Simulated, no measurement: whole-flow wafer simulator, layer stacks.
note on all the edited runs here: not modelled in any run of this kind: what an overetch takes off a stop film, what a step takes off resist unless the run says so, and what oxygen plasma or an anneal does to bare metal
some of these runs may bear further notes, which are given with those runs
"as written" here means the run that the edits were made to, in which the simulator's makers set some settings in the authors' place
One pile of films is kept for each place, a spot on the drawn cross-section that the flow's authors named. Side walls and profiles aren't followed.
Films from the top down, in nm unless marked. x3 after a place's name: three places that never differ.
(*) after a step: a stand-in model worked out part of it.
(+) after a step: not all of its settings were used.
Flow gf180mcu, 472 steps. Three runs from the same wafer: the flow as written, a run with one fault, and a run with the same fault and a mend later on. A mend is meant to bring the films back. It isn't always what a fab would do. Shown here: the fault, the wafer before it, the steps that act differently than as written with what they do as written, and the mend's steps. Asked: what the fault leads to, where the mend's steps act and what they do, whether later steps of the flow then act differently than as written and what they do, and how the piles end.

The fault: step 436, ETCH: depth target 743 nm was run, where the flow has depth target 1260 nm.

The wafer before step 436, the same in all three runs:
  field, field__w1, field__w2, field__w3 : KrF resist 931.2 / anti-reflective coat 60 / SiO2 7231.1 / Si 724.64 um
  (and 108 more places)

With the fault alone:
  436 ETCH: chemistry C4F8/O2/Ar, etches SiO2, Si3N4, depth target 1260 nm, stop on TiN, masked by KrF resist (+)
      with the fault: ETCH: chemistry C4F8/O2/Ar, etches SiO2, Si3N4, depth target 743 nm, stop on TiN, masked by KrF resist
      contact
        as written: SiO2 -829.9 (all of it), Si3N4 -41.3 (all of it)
        with the fault: SiO2 -743
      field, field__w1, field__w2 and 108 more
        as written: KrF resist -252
        with the fault: KrF resist -148.6
  Later steps of the flow that act differently than as written (2 more steps differ only slightly, by at most 2% or 0.5 nm, whichever is larger, and aren't shown):
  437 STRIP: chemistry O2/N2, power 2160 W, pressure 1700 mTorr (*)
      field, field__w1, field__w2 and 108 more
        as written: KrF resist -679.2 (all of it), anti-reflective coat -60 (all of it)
        with the fault: KrF resist -782.6 (all of it), anti-reflective coat -60 (all of it)
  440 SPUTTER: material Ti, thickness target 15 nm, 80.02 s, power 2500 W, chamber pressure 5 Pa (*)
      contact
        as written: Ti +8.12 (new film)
        with the fault: Ti +8.74 (new film)
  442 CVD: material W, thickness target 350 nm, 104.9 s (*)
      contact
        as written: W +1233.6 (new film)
        with the fault: W +1103.9 (new film)
  At the end the piles differ from the flow's by more than 2% or 0.5 nm, whichever is larger, at contact.
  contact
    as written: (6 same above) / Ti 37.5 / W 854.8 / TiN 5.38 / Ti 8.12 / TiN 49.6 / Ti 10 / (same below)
    with the fault: (6 same above) / Ti 37.5 / W 725.1 / TiN 5.8 / Ti 8.74 / SiO2 86.9 / Si3N4 41.3 / TiN 50 / Ti 10 / (same below)

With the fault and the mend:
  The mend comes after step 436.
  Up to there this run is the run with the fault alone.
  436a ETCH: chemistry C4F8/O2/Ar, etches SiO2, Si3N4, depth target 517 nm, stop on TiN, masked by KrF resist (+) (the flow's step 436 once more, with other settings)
      field, field__w1, field__w2 and 108 more
        KrF resist -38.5
      contact
        SiO2 -86.9 (all of it), Si3N4 -41.3 (all of it)
  Later steps of the flow that act differently than as written:
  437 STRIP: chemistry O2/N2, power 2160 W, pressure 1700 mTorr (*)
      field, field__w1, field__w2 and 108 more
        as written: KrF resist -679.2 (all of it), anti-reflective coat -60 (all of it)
        with the mend: KrF resist -744.1 (all of it), anti-reflective coat -60 (all of it)
  At the end the piles are the same as the flow's at every place that both follow.
